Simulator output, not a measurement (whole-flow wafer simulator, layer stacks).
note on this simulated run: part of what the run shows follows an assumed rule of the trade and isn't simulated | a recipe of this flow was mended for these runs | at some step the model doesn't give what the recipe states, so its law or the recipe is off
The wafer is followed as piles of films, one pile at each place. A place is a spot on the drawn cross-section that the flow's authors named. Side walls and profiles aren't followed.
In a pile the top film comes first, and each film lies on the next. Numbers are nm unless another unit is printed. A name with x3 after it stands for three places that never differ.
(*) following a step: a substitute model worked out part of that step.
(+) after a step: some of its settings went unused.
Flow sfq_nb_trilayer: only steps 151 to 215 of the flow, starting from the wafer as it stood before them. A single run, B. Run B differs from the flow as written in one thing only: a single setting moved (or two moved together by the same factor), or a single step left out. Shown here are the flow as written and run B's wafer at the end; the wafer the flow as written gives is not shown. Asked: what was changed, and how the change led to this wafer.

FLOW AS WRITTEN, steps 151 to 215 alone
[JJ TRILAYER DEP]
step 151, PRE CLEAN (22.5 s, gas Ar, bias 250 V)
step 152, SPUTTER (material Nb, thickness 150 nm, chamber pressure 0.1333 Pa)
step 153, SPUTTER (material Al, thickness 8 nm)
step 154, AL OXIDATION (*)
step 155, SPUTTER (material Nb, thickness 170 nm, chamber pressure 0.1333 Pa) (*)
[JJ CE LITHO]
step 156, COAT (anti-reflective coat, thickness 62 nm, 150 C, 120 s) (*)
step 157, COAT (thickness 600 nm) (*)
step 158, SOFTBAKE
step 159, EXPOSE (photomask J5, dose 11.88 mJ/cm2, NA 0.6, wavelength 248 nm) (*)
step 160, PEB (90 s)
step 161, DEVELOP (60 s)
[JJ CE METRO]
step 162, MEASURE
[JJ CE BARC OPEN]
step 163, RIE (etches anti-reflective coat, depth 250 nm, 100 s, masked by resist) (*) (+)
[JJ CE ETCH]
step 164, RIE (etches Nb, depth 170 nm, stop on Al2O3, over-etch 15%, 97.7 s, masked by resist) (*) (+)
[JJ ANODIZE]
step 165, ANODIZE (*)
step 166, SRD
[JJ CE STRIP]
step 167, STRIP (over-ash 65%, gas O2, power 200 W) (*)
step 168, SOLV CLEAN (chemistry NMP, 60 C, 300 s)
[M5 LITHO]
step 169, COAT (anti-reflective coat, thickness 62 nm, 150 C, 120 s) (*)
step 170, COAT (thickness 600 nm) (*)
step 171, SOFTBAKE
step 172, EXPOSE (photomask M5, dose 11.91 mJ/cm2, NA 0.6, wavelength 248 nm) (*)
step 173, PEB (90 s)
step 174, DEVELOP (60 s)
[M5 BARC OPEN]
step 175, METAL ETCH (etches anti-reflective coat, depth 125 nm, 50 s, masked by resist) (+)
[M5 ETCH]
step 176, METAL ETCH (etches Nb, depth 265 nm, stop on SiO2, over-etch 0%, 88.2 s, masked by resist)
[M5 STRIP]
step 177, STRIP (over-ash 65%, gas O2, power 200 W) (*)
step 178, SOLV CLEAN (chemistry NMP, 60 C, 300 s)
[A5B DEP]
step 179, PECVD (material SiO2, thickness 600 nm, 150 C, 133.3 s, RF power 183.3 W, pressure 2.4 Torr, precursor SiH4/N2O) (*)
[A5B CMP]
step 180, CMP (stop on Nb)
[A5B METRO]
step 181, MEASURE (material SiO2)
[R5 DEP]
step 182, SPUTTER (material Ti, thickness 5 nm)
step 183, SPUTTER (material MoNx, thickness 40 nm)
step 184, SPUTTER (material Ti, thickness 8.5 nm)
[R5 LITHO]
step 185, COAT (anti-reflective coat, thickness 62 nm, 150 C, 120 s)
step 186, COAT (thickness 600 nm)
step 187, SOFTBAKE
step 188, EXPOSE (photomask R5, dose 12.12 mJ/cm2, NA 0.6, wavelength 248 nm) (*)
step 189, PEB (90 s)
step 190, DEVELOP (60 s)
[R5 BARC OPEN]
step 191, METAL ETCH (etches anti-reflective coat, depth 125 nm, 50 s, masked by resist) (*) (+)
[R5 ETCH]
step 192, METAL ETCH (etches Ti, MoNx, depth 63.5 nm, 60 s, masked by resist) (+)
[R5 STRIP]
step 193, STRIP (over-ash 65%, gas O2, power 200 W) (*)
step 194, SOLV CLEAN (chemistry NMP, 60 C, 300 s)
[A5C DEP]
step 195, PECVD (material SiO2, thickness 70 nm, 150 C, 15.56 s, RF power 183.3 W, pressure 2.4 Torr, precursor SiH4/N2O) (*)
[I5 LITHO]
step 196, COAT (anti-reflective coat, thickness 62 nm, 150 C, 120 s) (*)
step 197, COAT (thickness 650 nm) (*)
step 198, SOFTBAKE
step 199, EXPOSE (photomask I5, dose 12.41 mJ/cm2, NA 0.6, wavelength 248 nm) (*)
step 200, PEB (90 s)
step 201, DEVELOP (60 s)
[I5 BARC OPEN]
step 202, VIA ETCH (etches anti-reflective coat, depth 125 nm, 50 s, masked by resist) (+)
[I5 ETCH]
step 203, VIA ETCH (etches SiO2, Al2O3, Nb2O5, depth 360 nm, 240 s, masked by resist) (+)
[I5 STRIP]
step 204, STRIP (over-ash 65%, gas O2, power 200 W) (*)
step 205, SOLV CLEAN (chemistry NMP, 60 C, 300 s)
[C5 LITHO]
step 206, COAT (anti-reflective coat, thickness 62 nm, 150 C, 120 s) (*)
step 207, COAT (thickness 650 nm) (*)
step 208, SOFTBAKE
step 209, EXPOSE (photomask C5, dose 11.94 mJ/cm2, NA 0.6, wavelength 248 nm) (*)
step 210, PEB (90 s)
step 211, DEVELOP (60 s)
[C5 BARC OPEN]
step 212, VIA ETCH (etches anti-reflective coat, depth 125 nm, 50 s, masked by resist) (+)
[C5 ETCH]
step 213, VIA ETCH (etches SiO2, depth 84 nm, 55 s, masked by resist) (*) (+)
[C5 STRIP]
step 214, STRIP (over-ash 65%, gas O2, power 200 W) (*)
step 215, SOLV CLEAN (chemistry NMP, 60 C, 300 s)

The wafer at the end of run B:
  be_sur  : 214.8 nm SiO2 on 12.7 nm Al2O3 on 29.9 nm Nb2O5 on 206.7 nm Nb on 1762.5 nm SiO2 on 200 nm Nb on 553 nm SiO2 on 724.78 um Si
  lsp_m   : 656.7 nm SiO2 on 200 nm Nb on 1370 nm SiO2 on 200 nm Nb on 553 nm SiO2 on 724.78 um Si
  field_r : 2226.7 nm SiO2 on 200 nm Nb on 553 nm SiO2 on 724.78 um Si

What caused this: step 152, SPUTTER: thickness 217.5 nm was run, whereas the flow has thickness 150 nm.

The path from the change to this, step by step:
  step 152, SPUTTER (material Nb, thickness 150 nm, chamber pressure 0.1333 Pa)
      field_l, v_sur, via_sp and 100 more: +217.5 Nb (new film) (as written it would have been: +150 Nb (new film))
      via_wl, via_w, via_wr: +189 Nb (as written it would have been: +129.8 Nb)
  step 153, SPUTTER (material Al, thickness 8 nm)
      via_wl, via_wr: +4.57 Al (new film) (as written it would have been: +5.13 Al (new film))
  step 155, SPUTTER (material Nb, thickness 170 nm, chamber pressure 0.1333 Pa) (*)
      via_wl, via_wr: +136 Nb (new film) (as written it would have been: +139.9 Nb (new film))
      via_w: +136.3 Nb (new film) (as written it would have been: +140.2 Nb (new film))
  step 156, COAT (anti-reflective coat, thickness 62 nm, 150 C, 120 s) (*)
      via_wl, via_wr: +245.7 anti-reflective coat (new film) (as written it would have been: +224.3 anti-reflective coat (new film))
      v_sur: +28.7 anti-reflective coat (new film) (as written it would have been: +27.8 anti-reflective coat (new film))
      (as well as at 1 more place)
  step 163, RIE (etches anti-reflective coat, depth 250 nm, 100 s, masked by resist) (*) (+)
      via_wl, via_wr: -245.7 anti-reflective coat (all of it) (as written it would have been: -224.3 anti-reflective coat (all of it))
      v_sur: -28.7 anti-reflective coat (all of it) (as written it would have been: -27.8 anti-reflective coat (all of it))
      (as well as at 1 more place)
  step 164, RIE (etches Nb, depth 170 nm, stop on Al2O3, over-etch 15%, 97.7 s, masked by resist) (*) (+)
      via_wl, via_wr: -136 Nb (all of it), -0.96 Al2O3 (all of it) (as written it would have been: -139.9 Nb (all of it), -0.96 Al2O3 (all of it))
      via_w: -136.3 Nb (all of it), -0.96 Al2O3 (all of it) (as written it would have been: -140.2 Nb (all of it), -0.96 Al2O3 (all of it))
  step 165, ANODIZE (*)
      via_wl, via_wr: +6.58 Al2O3 (new film), +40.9 Nb2O5 (new film), -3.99 Al (all of it), -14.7 Nb (as written it would have been: +7.51 Al2O3 (new film), +39.2 Nb2O5 (new film), -4.55 Al (all of it), -14.1 Nb)
      via_w: +10.3 Al2O3 (new film), +34.2 Nb2O5 (new film), -6.25 Al (all of it), -12.3 Nb (as written it would have been: +10.7 Al2O3 (new film), +33.4 Nb2O5 (new film), -6.51 Al (all of it), -12 Nb)
  step 169, COAT (anti-reflective coat, thickness 62 nm, 150 C, 120 s) (*)
      via_wl, via_wr: +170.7 anti-reflective coat (new film) (as written it would have been: +184 anti-reflective coat (new film))
      field_l: +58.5 anti-reflective coat (new film) (as written it would have been: +61.6 anti-reflective coat (new film))
      (as well as at 3 more places)
  step 170, COAT (thickness 600 nm) (*)
      via_wr: +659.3 KrF-resist-other-grade (new film) (as written it would have been: +646 KrF-resist-other-grade (new film))
  step 175, METAL ETCH (etches anti-reflective coat, depth 125 nm, 50 s, masked by resist) (+)
      field_l: -58.5 anti-reflective coat (all of it), -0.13 Al2O3 (as written it would have been: -61.6 anti-reflective coat (all of it), -0.13 Al2O3)
  step 176, METAL ETCH (etches Nb, depth 265 nm, stop on SiO2, over-etch 0%, 88.2 s, masked by resist)
      field_l, res, r_end and 47 more: -12.6 Al2O3 (all of it), -29.9 Nb2O5 (all of it), -206.7 Nb (all of it), -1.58 SiO2 (as written it would have been: -12.6 Al2O3 (all of it), -29.9 Nb2O5 (all of it), -139.2 Nb (all of it), -8.33 SiO2)
      r_sur, wl_a_sl, wl_a_m6: -12.5 Al2O3 (all of it), -29.9 Nb2O5 (all of it), -206.7 Nb (all of it), -1.58 SiO2 (as written it would have been: -12.5 Al2O3 (all of it), -29.9 Nb2O5 (all of it), -139.2 Nb (all of it), -8.33 SiO2)
  step 177, STRIP (over-ash 65%, gas O2, power 200 W) (*)
      v_sur: -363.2 KrF-resist-other-grade (all of it), -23 anti-reflective coat (all of it) (as written it would have been: -366.5 KrF-resist-other-grade (all of it), -26.6 anti-reflective coat (all of it))
      via_wl: -431 KrF-resist-other-grade (all of it), -170.7 anti-reflective coat (all of it) (as written it would have been: -418.2 KrF-resist-other-grade (all of it), -184 anti-reflective coat (all of it))
      (as well as at 3 more places)
  step 180, CMP (stop on Nb)
      field_l, p4_fl x5, p4_w1 x9 and 27 more: -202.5 SiO2 (as written it would have been: -263.3 SiO2)
      r_sur, res, r_end, moat, field_r, lsp_l: -193.4 SiO2 (as written it would have been: -256.4 SiO2)
      (as well as at 8 more places)
